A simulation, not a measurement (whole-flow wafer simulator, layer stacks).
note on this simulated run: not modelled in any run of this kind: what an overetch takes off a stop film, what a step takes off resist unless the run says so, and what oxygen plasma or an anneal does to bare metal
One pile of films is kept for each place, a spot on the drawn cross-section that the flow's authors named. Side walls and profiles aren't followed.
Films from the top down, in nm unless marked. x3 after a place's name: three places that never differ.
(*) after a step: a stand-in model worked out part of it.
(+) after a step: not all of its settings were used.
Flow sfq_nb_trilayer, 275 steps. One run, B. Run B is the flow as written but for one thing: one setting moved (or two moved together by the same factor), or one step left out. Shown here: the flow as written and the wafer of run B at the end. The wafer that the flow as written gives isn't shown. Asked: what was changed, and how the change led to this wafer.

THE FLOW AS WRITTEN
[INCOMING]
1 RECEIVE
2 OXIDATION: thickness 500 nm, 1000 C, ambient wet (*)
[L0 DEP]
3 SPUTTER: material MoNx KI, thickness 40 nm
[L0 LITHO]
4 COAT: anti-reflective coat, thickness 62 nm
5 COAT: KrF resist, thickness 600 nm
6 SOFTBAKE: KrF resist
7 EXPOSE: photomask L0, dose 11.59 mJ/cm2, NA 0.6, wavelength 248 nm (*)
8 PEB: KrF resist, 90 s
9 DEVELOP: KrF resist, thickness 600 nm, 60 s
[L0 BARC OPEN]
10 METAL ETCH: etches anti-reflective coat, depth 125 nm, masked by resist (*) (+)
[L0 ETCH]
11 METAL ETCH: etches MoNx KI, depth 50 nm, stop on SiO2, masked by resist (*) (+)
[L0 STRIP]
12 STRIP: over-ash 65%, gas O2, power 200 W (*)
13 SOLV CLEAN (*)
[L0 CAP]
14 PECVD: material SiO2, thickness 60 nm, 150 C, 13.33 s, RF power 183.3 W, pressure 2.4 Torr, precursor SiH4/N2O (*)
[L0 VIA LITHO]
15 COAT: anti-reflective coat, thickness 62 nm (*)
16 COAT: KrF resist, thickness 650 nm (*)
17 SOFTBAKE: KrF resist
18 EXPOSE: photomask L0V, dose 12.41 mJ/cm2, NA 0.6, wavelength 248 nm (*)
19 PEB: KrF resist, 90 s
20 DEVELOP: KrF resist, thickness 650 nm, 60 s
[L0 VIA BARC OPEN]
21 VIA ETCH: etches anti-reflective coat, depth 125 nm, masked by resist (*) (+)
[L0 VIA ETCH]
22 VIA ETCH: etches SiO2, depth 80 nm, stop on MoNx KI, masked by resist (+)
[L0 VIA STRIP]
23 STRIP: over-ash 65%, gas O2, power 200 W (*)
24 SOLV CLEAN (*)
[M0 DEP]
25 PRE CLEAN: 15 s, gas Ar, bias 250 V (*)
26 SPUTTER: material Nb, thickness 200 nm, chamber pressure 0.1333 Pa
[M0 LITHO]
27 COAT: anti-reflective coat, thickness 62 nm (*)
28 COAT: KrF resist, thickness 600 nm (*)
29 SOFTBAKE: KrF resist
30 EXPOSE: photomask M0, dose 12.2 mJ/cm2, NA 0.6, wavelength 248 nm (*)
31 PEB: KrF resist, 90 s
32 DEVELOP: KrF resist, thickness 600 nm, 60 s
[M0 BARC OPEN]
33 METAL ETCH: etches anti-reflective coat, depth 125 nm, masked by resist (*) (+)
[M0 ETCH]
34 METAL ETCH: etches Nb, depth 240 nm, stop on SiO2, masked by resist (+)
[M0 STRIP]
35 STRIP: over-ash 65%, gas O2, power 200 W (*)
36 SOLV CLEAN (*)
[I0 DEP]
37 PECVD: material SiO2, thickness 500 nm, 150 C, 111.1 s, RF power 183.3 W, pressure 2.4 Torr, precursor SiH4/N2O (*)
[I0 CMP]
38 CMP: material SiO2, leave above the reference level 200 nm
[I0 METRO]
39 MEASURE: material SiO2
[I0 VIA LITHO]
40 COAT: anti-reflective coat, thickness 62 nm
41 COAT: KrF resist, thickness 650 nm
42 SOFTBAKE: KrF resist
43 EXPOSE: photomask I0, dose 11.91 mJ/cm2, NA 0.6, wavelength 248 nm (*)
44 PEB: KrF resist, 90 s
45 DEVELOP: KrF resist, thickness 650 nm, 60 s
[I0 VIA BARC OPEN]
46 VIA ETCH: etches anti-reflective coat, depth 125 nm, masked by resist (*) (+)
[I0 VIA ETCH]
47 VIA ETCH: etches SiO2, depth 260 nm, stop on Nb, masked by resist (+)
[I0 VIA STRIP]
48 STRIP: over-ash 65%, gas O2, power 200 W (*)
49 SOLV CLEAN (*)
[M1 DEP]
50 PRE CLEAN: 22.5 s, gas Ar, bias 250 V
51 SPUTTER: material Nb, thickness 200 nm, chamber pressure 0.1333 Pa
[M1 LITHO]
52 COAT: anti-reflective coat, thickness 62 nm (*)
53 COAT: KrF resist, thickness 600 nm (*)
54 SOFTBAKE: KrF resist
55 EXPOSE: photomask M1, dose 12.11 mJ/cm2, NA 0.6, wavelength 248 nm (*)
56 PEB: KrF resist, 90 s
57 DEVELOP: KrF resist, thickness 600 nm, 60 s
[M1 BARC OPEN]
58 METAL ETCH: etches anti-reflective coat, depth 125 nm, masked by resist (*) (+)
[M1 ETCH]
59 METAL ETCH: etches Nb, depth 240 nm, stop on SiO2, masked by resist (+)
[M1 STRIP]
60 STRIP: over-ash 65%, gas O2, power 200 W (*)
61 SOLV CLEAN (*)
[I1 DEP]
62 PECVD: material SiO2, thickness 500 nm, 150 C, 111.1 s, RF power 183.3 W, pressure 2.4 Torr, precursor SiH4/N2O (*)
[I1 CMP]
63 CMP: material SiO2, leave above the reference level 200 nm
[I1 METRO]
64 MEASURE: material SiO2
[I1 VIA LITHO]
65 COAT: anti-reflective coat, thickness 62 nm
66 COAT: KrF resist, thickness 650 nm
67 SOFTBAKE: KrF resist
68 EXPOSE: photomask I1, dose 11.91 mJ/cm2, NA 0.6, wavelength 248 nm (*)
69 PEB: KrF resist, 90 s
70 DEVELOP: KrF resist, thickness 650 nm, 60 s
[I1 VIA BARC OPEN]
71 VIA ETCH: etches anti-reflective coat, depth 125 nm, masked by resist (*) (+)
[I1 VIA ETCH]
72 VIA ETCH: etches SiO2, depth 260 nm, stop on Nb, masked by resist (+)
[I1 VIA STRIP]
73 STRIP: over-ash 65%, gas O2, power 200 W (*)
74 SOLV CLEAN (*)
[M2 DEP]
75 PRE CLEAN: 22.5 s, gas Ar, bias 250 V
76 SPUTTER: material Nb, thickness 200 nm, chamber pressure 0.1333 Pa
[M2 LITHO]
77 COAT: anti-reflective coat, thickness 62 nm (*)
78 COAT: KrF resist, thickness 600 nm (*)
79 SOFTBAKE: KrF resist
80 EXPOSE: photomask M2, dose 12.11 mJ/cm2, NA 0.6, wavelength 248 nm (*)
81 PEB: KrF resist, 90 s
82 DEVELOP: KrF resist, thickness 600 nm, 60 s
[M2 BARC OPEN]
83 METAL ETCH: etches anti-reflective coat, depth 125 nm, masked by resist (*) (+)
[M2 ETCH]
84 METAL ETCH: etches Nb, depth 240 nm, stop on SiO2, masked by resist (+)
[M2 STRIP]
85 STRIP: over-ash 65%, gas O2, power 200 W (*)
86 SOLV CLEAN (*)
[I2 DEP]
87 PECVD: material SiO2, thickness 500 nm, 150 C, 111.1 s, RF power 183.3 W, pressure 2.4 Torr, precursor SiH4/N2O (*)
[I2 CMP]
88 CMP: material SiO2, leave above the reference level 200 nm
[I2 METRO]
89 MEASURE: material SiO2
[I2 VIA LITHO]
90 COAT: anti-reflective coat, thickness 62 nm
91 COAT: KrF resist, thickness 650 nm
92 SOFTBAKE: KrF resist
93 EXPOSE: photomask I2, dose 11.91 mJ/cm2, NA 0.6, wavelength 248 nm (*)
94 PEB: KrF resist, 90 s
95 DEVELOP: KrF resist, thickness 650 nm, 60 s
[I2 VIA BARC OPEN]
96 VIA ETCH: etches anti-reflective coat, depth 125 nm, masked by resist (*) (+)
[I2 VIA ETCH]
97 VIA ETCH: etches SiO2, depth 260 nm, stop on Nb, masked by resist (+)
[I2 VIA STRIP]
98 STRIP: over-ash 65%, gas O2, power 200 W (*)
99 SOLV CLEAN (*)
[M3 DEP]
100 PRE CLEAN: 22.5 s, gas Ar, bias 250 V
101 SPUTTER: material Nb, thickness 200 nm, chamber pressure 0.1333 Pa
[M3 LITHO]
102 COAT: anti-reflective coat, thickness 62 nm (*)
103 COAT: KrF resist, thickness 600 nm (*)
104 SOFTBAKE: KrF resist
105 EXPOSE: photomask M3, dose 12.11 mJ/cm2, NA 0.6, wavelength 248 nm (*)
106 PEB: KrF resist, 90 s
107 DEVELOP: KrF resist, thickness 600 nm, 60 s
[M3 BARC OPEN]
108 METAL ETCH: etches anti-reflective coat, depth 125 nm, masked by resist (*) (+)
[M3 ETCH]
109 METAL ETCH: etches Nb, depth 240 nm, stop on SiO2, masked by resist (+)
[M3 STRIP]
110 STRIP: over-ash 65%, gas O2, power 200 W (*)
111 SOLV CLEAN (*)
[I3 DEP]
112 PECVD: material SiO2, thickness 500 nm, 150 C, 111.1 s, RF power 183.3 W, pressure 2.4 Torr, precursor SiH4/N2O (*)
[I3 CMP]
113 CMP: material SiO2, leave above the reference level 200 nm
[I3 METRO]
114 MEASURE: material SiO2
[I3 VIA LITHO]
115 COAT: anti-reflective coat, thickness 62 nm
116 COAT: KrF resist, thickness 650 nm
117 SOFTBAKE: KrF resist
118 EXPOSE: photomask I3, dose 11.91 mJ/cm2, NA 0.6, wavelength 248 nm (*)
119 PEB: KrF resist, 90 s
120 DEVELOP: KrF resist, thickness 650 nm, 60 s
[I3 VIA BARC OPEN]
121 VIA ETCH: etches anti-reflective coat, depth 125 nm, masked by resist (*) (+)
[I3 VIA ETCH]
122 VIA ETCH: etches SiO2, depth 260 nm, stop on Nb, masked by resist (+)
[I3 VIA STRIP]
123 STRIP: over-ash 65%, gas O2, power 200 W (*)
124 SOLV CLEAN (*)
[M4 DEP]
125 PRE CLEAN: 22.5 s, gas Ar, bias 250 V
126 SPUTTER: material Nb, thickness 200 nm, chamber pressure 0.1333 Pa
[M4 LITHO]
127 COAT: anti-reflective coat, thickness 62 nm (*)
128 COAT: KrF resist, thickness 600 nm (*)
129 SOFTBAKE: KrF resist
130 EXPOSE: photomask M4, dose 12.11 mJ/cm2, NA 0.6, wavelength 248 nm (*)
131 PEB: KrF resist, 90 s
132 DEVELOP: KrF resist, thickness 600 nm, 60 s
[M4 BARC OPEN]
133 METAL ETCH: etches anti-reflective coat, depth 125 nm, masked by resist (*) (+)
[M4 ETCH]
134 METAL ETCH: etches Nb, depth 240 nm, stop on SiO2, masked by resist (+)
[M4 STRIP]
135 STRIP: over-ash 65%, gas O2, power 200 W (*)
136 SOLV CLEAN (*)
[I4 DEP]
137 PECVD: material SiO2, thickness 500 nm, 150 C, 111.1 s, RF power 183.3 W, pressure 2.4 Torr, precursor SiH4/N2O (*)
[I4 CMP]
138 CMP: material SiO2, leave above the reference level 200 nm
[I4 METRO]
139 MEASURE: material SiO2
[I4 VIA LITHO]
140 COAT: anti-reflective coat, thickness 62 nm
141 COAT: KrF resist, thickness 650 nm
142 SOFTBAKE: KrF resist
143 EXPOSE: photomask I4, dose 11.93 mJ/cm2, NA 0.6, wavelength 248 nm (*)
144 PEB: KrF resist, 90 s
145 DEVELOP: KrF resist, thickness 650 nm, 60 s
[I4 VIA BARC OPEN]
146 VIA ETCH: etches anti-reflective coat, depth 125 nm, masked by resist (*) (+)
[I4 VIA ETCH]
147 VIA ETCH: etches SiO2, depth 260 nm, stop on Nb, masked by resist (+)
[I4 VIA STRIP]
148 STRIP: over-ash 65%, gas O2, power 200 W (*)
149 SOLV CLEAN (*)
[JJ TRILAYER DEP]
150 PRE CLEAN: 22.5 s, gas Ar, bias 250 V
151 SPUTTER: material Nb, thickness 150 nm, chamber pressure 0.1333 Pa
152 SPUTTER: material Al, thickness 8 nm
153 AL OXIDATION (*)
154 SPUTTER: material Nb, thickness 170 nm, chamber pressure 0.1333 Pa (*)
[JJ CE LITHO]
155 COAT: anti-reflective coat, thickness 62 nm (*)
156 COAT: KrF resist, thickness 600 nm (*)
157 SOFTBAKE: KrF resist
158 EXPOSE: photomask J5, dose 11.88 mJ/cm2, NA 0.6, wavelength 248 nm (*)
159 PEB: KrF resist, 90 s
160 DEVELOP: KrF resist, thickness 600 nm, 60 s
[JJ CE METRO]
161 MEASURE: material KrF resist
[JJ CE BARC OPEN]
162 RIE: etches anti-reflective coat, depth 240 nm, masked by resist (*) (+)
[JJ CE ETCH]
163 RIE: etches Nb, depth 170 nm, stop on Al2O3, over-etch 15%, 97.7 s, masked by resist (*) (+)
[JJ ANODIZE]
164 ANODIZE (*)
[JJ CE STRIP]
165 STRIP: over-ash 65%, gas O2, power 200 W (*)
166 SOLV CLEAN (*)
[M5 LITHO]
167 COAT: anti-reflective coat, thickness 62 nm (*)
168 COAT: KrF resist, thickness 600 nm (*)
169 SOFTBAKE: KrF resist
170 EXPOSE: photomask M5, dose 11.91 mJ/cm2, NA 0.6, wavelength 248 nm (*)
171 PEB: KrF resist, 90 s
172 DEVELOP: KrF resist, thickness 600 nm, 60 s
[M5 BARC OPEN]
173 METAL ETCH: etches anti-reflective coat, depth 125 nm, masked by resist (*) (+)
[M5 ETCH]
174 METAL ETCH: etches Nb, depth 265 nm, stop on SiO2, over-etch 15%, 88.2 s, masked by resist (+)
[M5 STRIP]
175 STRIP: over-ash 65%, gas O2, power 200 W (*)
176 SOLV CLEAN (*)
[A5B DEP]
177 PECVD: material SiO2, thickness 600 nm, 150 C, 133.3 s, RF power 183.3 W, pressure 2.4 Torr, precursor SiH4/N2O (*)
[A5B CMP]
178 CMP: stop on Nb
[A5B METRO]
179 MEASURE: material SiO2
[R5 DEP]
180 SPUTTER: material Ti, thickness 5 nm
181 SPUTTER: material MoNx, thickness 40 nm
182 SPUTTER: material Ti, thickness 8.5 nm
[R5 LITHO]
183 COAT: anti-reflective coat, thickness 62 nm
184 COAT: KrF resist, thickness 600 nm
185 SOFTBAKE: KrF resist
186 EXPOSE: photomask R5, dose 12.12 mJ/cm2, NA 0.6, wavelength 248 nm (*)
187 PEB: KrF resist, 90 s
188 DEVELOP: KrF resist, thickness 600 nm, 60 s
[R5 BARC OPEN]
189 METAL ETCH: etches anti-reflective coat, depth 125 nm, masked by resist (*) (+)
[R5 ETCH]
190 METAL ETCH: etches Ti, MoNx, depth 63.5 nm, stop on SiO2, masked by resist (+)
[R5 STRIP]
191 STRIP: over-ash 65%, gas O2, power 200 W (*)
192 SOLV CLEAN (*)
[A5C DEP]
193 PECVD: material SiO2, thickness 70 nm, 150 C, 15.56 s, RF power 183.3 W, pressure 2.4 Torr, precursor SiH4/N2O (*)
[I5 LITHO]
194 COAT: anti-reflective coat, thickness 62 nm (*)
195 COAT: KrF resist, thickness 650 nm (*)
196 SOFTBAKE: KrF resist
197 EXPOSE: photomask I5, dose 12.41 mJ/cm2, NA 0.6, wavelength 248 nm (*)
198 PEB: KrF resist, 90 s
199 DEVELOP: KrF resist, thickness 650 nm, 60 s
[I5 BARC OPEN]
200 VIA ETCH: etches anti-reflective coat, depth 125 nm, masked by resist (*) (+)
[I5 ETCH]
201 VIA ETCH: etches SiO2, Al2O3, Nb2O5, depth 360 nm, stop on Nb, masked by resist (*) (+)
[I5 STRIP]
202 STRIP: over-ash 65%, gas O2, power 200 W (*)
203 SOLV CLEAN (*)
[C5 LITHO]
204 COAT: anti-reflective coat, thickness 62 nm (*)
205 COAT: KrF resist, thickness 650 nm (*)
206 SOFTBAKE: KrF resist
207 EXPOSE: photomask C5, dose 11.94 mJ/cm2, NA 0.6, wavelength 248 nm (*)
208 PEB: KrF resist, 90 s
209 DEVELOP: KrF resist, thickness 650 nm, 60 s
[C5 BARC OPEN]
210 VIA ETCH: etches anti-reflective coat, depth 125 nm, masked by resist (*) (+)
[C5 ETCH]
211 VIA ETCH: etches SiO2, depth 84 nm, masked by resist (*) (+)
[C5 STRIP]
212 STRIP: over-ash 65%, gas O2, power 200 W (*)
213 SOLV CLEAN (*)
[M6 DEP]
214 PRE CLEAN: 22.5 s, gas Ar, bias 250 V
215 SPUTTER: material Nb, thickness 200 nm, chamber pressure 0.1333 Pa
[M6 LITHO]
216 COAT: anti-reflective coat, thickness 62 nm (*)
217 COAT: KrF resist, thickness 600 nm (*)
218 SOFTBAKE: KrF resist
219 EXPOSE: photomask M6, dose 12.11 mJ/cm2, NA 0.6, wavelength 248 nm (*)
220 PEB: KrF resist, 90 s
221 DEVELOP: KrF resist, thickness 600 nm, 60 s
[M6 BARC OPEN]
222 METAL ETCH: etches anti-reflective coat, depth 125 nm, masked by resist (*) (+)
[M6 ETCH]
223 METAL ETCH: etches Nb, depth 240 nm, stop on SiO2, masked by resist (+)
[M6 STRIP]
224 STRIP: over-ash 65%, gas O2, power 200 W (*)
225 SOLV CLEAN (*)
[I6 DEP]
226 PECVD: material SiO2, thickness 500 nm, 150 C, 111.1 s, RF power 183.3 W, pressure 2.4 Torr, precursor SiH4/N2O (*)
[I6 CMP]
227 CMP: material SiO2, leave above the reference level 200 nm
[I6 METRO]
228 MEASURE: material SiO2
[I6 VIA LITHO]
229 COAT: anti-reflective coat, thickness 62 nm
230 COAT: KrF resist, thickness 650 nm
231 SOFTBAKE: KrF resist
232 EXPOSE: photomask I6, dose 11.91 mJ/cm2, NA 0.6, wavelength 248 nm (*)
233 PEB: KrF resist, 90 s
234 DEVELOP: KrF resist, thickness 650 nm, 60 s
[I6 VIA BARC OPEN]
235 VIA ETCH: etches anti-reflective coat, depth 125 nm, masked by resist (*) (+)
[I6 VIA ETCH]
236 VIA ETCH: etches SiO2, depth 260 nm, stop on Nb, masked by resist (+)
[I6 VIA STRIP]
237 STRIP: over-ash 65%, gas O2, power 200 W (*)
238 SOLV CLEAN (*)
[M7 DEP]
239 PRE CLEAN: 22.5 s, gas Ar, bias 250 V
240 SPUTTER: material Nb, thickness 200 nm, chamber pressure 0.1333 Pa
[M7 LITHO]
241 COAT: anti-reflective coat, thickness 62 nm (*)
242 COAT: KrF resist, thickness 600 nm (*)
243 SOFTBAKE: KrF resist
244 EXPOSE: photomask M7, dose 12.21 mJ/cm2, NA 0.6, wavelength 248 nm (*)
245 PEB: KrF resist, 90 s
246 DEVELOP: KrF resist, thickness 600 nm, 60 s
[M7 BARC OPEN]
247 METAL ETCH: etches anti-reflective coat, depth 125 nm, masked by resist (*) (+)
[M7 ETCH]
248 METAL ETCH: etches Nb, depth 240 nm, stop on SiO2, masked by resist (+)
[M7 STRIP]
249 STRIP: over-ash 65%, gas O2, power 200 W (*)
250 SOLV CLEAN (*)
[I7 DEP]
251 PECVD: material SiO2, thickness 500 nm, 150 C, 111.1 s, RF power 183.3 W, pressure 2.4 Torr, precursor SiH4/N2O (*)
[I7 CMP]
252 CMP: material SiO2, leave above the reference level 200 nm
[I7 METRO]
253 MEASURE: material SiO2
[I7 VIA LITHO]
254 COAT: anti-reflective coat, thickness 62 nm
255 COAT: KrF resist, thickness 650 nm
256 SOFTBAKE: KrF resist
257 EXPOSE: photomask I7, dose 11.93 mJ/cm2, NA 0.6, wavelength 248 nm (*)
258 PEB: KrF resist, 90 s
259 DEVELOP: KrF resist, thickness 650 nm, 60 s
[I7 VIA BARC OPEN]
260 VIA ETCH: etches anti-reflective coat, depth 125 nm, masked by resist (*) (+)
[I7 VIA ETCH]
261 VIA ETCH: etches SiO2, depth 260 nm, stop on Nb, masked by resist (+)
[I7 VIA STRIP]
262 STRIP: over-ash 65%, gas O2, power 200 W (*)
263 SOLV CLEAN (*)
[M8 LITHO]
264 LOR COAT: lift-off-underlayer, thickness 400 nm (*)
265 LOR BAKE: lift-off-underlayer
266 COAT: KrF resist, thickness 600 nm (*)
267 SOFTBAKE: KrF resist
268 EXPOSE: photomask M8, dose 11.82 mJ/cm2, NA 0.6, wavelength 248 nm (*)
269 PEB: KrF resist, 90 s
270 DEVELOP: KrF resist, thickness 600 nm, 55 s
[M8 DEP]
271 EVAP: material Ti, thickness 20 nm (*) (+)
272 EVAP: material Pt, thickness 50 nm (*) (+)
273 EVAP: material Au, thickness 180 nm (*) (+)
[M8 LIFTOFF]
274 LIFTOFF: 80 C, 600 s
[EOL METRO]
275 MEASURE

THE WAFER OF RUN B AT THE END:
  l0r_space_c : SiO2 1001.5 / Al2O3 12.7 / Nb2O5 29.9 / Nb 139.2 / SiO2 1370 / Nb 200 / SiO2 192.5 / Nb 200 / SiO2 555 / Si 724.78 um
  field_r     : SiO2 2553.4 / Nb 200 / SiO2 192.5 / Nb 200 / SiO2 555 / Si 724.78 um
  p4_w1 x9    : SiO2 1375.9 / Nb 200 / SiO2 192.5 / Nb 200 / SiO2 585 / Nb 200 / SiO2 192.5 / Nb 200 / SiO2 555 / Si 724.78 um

The cause: step 59, METAL ETCH: etches Nb, depth 240 nm, stop on SiO2, masked by resist (+), was left out.

How the change led to this, step by step:
  60 STRIP: over-ash 65%, gas O2, power 200 W (*)
      wl_j_sl, wl_jj, wl_j_sr and 13 more: KrF resist -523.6 (all of it), anti-reflective coat -62 (all of it) (as written it would be: KrF resist -382.4 (all of it), anti-reflective coat -62 (all of it))
      v_sur: KrF resist -507 (all of it), anti-reflective coat -61.1 (all of it) (as written it would be: KrF resist -365.9 (all of it), anti-reflective coat -61.1 (all of it))
      (and at 7 more places)
  62 PECVD: material SiO2, thickness 500 nm, 150 C, 111.1 s, RF power 183.3 W, pressure 2.4 Torr, precursor SiH4/N2O (*)
      field_l, be, be_sur and 72 more: SiO2 +500 (new film) (as written it would be: SiO2 +500)
      lsp_m, ln_m6, lsp_r, l0_sur, l0v: SiO2 +500 (new film) (as written it would be: SiO2 +494.9)
      (and at 2 more places)
  63 CMP: material SiO2, leave above the reference level 200 nm
      field_l, be, be_sur and 72 more: SiO2 -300 (as written it would be: SiO2 -100)
      lsp_m, ln_m6, lsp_r, l0_sur, l0v: SiO2 -300 (as written it would be: SiO2 -94.9)
      (and at 2 more places)
Counting metal films that touch as one body, l0r_space_c has 3 bodies (between them, from the top down: SiO2 1370; SiO2 192.5); the flow as written gives 2 bodies (between them, from the top down: SiO2 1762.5).
Counting metal films that touch as one body, field_r has 2 bodies (between them, from the top down: SiO2 192.5); the flow as written gives 1 body.
Counting metal films that touch as one body, p4_w1 x9 has 4 bodies (between them, from the top down: SiO2 192.5; SiO2 585; SiO2 192.5); the flow as written gives 3 bodies (between them, from the top down: SiO2 192.5; SiO2 977.5).
